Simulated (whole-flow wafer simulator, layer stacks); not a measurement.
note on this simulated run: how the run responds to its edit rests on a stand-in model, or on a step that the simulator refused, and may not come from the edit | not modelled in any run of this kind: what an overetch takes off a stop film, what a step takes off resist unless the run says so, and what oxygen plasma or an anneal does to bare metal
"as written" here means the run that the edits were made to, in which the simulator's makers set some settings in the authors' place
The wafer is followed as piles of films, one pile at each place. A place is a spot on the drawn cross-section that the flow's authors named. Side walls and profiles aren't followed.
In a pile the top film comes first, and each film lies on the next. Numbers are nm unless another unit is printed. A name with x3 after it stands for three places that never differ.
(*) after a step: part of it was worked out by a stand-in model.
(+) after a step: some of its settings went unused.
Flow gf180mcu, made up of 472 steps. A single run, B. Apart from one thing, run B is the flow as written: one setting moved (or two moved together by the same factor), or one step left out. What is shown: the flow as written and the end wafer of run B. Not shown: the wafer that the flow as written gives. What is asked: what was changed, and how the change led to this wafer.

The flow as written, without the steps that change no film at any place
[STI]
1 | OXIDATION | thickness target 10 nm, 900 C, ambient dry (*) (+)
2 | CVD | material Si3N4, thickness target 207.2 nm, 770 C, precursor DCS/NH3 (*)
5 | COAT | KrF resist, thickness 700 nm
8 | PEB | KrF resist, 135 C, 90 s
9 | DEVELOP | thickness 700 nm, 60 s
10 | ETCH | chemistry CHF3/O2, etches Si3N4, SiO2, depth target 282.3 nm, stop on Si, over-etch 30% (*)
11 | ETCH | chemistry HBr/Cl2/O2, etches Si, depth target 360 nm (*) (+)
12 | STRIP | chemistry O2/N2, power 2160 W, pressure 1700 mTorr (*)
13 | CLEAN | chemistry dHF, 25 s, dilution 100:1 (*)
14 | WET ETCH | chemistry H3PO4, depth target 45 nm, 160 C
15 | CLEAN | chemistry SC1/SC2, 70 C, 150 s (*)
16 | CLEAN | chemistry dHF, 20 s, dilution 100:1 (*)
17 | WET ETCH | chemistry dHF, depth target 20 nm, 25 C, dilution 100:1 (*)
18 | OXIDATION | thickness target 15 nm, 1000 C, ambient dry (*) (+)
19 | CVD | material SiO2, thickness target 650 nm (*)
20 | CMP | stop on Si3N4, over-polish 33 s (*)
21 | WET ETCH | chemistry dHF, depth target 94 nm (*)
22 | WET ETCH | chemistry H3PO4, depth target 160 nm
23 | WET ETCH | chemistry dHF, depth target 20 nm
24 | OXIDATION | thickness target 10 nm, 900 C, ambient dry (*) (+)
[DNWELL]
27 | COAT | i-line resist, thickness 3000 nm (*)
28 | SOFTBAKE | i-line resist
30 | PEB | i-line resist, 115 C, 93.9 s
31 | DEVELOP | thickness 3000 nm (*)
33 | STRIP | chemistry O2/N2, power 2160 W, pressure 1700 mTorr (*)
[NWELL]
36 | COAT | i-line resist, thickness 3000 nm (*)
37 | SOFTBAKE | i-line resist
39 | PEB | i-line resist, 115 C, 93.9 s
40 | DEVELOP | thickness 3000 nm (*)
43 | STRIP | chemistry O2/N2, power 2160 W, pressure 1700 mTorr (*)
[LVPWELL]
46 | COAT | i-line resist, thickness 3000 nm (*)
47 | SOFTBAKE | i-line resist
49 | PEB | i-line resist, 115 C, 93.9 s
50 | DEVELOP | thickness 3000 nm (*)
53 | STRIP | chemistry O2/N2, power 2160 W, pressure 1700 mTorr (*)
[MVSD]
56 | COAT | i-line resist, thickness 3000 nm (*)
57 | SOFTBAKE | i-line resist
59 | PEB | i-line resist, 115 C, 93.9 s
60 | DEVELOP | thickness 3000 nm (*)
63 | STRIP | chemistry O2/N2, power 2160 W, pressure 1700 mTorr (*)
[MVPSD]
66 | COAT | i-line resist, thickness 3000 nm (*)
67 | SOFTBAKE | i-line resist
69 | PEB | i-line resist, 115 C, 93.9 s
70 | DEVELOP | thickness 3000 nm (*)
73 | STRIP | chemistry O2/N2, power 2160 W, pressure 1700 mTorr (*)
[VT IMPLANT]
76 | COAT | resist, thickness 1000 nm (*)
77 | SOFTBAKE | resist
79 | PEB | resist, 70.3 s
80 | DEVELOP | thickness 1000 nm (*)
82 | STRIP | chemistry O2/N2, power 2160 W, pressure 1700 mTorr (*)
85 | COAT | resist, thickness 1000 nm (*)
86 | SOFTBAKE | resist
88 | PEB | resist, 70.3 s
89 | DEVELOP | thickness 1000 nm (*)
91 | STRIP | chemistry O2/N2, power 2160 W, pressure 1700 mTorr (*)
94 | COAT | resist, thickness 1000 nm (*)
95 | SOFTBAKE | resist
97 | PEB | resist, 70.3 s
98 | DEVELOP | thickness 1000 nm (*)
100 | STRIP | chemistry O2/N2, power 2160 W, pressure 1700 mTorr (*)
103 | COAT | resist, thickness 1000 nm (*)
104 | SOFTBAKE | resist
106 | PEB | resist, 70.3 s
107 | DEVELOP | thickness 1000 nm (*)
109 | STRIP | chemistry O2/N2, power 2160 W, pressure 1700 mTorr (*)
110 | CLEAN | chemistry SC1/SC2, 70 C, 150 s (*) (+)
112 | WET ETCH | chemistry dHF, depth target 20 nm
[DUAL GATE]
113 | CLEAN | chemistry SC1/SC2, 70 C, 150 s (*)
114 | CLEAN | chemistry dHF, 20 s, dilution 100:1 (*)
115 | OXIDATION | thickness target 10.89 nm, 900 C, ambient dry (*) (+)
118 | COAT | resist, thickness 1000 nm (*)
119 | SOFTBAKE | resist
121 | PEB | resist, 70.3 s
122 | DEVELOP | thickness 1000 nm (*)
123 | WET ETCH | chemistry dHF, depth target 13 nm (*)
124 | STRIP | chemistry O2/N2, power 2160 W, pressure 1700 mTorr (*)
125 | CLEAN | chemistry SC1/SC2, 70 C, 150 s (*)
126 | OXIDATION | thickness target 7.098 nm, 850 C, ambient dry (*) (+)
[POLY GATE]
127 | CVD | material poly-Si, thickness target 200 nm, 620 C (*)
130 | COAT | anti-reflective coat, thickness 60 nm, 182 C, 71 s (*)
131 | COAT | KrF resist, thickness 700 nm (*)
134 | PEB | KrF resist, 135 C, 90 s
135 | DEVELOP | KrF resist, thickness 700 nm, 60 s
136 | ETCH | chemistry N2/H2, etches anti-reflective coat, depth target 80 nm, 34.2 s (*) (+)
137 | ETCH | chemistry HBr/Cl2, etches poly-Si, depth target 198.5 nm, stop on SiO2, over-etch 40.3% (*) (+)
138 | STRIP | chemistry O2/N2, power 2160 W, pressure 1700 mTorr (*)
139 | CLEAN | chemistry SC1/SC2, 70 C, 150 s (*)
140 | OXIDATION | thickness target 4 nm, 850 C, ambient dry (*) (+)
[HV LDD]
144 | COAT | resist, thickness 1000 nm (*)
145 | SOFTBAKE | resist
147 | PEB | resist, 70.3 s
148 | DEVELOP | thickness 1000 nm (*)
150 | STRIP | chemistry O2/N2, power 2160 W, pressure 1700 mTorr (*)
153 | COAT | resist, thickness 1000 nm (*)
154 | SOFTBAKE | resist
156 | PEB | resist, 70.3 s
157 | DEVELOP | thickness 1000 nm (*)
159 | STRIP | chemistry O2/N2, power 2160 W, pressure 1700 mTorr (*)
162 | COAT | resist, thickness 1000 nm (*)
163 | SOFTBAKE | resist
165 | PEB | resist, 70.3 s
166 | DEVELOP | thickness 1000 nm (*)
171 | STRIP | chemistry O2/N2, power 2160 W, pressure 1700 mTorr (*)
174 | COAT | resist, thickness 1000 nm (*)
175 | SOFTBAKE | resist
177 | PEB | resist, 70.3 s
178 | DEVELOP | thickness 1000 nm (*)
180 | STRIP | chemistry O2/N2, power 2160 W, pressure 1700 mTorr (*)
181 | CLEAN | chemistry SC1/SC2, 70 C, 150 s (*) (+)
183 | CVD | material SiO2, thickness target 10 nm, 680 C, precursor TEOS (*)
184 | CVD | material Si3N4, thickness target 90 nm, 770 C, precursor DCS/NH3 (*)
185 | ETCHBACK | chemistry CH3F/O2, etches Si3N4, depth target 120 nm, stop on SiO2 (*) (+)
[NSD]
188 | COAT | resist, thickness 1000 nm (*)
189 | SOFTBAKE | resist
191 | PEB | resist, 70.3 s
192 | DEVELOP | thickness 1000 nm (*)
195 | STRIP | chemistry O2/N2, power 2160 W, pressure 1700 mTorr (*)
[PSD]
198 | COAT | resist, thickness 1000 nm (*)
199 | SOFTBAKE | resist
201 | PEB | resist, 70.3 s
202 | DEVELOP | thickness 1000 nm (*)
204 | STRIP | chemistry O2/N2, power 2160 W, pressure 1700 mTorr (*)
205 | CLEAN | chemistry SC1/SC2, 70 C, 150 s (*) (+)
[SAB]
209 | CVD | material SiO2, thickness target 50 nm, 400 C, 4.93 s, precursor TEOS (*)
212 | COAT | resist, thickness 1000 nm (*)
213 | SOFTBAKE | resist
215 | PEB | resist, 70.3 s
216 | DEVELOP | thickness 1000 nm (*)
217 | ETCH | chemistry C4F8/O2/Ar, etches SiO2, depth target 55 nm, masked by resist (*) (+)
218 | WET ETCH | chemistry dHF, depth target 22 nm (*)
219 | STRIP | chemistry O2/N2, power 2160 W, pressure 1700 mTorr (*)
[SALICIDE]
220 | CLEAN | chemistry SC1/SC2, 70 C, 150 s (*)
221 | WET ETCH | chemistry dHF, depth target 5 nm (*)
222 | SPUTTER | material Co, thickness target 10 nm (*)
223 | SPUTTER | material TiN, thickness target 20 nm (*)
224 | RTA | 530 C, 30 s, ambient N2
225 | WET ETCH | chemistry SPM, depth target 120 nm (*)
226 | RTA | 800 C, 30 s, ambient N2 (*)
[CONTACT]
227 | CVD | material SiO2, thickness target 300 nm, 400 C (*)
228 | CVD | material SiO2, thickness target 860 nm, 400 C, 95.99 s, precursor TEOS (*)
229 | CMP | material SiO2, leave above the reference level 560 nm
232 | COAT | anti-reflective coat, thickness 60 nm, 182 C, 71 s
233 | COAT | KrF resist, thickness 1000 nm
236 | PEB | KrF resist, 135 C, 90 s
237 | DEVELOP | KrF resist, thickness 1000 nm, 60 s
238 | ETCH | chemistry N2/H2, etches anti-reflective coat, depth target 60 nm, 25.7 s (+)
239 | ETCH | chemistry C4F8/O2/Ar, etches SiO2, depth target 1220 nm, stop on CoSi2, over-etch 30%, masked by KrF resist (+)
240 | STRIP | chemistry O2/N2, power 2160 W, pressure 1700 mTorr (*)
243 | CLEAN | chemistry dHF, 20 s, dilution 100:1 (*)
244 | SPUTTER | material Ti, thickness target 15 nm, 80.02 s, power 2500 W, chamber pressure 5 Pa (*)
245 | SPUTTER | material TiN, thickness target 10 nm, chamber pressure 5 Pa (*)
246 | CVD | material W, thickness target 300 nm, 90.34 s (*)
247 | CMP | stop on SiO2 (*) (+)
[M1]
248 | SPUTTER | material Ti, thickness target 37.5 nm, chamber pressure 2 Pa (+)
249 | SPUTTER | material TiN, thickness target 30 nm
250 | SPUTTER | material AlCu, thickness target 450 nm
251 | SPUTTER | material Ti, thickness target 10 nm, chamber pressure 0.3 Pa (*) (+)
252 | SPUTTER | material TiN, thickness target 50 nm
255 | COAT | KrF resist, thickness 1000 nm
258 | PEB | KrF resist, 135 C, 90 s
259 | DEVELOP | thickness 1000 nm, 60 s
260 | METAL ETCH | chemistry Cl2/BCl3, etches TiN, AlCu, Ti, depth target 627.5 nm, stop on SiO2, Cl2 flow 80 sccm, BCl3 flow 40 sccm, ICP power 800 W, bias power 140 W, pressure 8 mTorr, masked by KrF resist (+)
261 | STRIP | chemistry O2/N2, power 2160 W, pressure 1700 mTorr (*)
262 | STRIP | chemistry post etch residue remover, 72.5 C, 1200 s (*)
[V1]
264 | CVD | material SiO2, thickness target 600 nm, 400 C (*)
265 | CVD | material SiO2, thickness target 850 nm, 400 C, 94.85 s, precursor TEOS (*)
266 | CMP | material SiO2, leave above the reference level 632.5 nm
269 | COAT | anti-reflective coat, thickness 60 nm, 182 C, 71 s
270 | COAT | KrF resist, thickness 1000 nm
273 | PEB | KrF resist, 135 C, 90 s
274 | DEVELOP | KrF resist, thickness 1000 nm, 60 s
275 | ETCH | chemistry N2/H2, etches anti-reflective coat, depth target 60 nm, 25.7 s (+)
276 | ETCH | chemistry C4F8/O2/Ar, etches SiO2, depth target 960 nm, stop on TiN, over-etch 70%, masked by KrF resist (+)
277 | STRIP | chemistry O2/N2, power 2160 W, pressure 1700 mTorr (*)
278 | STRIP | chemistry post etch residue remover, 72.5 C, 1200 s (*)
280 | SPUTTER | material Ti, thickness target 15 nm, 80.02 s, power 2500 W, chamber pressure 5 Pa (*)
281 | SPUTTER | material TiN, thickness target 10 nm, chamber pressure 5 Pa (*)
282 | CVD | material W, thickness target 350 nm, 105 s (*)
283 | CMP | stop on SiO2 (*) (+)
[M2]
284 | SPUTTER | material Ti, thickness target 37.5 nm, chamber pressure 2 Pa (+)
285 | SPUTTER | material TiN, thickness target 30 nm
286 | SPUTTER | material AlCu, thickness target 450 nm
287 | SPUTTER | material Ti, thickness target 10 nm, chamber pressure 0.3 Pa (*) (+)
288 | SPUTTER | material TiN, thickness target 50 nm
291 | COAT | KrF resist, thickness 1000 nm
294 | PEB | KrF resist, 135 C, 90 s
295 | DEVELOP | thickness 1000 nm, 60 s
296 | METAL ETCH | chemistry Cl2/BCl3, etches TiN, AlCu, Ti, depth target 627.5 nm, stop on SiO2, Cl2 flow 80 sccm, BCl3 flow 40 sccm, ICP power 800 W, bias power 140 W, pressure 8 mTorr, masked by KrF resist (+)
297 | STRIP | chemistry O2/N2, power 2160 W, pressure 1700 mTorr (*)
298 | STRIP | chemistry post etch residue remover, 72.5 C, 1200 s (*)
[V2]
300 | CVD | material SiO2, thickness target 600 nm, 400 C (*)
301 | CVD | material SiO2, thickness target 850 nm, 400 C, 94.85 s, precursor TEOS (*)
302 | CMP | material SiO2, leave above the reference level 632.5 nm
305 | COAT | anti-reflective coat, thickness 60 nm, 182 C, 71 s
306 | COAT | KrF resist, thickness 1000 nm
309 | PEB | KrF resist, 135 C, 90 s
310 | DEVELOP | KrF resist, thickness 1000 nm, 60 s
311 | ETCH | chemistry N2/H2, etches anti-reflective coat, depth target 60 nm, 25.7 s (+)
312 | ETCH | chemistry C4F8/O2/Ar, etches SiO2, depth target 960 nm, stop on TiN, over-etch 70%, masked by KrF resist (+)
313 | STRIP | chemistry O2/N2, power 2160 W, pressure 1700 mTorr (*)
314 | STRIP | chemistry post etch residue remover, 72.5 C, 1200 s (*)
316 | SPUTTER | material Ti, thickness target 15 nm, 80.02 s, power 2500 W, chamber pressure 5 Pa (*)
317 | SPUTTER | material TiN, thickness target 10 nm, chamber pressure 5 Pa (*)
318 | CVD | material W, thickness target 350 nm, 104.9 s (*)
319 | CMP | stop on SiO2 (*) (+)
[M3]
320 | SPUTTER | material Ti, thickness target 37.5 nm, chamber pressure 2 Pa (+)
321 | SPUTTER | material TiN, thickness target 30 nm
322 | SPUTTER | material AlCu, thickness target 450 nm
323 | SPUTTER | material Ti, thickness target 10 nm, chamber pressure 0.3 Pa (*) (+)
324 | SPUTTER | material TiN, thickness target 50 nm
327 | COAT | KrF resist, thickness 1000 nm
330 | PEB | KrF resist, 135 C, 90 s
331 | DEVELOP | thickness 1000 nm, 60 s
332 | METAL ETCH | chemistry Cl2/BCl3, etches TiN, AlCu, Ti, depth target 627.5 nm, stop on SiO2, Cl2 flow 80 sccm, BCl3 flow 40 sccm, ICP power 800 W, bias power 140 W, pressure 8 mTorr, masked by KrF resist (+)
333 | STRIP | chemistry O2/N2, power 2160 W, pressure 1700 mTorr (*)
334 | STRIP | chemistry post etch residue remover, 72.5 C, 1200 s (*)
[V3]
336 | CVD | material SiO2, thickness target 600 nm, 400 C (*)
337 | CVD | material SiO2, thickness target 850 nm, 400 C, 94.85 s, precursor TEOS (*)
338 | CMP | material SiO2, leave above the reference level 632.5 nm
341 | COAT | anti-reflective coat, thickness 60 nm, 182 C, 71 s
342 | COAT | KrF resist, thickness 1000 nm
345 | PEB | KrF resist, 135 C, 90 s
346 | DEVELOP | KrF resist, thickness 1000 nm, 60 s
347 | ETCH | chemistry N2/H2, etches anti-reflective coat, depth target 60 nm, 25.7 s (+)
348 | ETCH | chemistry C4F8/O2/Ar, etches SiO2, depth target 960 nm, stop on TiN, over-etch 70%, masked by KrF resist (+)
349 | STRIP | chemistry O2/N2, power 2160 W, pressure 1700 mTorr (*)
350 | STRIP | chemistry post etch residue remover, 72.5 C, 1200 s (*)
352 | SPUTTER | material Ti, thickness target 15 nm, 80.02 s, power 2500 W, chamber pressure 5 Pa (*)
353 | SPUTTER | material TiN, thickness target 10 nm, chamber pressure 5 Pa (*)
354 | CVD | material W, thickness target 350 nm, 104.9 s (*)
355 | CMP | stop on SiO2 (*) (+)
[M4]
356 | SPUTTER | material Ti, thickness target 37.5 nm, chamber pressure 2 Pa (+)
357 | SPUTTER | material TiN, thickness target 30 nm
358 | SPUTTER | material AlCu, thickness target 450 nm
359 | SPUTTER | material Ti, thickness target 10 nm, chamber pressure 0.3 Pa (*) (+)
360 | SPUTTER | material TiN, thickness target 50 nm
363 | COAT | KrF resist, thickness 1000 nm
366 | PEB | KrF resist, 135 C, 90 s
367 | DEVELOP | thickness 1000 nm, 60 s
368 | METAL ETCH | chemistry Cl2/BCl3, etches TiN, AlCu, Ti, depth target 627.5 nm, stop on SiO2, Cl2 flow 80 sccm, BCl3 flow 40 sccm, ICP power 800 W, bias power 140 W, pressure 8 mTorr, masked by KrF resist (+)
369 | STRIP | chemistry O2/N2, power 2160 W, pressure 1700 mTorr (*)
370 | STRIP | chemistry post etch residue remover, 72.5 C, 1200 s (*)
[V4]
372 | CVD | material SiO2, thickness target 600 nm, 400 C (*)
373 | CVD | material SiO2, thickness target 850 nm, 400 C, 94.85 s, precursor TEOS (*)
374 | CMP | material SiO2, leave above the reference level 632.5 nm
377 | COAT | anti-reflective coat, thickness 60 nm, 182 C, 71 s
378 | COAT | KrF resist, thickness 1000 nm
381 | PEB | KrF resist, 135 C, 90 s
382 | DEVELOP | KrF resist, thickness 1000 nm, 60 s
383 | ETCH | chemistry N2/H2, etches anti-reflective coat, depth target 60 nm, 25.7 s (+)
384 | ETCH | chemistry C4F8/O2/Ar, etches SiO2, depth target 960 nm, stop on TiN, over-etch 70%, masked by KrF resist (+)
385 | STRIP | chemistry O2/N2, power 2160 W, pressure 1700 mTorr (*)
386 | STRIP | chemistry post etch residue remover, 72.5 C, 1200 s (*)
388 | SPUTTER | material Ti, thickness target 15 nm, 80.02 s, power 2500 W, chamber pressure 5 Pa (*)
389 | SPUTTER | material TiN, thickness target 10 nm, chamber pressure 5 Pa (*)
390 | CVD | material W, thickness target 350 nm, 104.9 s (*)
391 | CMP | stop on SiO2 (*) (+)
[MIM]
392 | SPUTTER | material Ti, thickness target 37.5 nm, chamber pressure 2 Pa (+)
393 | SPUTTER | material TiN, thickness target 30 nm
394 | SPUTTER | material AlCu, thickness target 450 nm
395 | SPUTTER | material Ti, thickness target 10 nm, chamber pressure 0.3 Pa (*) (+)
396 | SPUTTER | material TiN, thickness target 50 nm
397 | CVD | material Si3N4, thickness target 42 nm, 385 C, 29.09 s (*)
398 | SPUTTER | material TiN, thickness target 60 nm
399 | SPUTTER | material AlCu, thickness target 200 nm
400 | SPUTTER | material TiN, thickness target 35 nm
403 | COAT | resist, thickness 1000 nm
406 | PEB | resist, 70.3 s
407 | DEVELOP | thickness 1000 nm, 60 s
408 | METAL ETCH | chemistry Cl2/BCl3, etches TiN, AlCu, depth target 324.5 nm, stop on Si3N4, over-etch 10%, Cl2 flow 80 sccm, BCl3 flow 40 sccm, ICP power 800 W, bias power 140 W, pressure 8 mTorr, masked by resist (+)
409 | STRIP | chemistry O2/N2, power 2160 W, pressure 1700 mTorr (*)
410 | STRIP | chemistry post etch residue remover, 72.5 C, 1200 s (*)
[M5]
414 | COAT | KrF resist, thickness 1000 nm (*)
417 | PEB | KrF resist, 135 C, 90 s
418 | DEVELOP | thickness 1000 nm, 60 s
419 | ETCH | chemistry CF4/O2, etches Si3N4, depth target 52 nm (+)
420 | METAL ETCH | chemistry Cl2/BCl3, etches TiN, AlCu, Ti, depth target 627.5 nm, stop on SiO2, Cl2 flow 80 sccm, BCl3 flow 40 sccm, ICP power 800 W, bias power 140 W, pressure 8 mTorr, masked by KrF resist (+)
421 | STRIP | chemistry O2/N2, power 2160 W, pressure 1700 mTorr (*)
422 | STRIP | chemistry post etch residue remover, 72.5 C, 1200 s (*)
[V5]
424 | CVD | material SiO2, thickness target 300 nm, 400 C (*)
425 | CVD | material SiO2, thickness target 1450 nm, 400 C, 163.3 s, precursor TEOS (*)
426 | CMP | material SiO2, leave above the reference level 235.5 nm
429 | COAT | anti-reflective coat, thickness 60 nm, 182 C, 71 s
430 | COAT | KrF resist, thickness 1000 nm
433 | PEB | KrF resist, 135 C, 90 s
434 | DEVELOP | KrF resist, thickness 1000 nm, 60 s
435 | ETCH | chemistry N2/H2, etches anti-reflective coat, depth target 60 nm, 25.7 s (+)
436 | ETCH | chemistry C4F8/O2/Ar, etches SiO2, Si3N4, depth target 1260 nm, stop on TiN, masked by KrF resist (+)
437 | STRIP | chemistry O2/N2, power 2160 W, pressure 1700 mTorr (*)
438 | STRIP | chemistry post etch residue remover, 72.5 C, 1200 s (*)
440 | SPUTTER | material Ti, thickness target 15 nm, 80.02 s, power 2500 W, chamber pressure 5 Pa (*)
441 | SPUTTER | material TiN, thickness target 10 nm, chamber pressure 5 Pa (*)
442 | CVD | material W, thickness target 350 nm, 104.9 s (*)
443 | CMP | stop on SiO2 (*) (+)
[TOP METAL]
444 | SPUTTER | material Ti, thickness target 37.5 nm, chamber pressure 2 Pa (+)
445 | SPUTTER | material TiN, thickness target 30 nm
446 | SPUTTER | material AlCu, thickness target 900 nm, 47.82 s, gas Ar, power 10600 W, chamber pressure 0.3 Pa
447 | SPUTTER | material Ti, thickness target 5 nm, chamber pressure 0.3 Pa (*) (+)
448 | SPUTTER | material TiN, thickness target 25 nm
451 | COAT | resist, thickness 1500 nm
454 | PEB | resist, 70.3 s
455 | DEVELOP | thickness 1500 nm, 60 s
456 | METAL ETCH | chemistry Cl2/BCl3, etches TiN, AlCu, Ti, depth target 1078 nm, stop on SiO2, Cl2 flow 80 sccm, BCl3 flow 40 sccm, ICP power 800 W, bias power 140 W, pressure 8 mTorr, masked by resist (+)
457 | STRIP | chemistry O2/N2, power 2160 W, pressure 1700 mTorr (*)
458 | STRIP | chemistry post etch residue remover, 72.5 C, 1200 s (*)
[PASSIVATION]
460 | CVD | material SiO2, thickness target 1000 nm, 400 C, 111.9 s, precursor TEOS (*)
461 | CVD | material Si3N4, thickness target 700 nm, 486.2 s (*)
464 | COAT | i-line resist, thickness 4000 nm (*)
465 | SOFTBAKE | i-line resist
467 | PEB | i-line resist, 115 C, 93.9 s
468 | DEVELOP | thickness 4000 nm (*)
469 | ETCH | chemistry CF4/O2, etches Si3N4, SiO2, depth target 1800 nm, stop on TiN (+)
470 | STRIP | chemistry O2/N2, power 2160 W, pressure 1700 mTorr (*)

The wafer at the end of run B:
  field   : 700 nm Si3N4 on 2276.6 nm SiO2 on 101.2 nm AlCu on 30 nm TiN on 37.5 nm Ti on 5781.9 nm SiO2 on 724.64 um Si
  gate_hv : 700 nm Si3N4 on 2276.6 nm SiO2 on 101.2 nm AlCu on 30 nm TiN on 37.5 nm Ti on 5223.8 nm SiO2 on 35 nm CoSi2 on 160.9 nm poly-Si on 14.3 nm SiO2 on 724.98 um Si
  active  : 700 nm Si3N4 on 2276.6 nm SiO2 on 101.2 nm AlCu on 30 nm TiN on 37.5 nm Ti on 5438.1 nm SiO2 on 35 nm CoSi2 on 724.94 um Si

The reason: step 420, METAL ETCH: depth target 401.6 nm was run, whereas the flow has depth target 627.5 nm.

How this came from the change, step by step:
  420 | METAL ETCH | chemistry Cl2/BCl3, etches TiN, AlCu, Ti, depth target 627.5 nm, stop on SiO2, Cl2 flow 80 sccm, BCl3 flow 40 sccm, ICP power 800 W, bias power 140 W, pressure 8 mTorr, masked by KrF resist (+)
      field, field__w1, field__w2 and 101 more: TiN loses 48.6 (all of it), Ti loses 10 (all of it), AlCu loses 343 (in the flow as written it would be: TiN loses 48.6 (all of it), Ti loses 10 (all of it), AlCu loses 450 (all of it), TiN loses 30 (all of it), Ti loses 37.5 (all of it))
      field__w4, field__w8, contact, m1, m1__w1, mim, mim_1p0, m1_nw: KrF resist loses 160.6 (in the flow as written it would be: KrF resist loses 251)
  421 | STRIP | chemistry O2/N2, power 2160 W, pressure 1700 mTorr (*)
      field__w8, m1__w1: KrF resist loses 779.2 (all of it) (in the flow as written it would be: KrF resist loses 688.9 (all of it))
      contact, m1: KrF resist loses 779.7 (all of it) (in the flow as written it would be: KrF resist loses 689.3 (all of it))
      (as well as at 4 more places)
  422 | STRIP | chemistry post etch residue remover, 72.5 C, 1200 s (*)
      field, field__w1, field__w2 and 101 more: AlCu loses 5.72 (in the flow as written it would be: nothing)
  424 | CVD | material SiO2, thickness target 300 nm, 400 C (*)
      field, field__w1, field__w2 and 101 more: SiO2 gains 300 (new film) (in the flow as written it would be: SiO2 gains 300)
  426 | CMP | material SiO2, leave above the reference level 235.5 nm
      field, field__w1, field__w5 and 92 more: SiO2 loses 469.6 (in the flow as written it would be: SiO2 loses 300.8)
      field__w2, field__w3, field__w12 and 6 more: SiO2 loses 449.1 (in the flow as written it would be: SiO2 loses 272.7)
With metal films that touch counted as one body, field has 1 body; the flow as written gives 0 bodies.
With metal films that touch counted as one body, gate_hv has 2 bodies (between them, from the top down: SiO2 5223.8); the flow as written gives 1 body.
With metal films that touch counted as one body, active has 2 bodies (between them, from the top down: SiO2 5438.1); the flow as written gives 1 body.
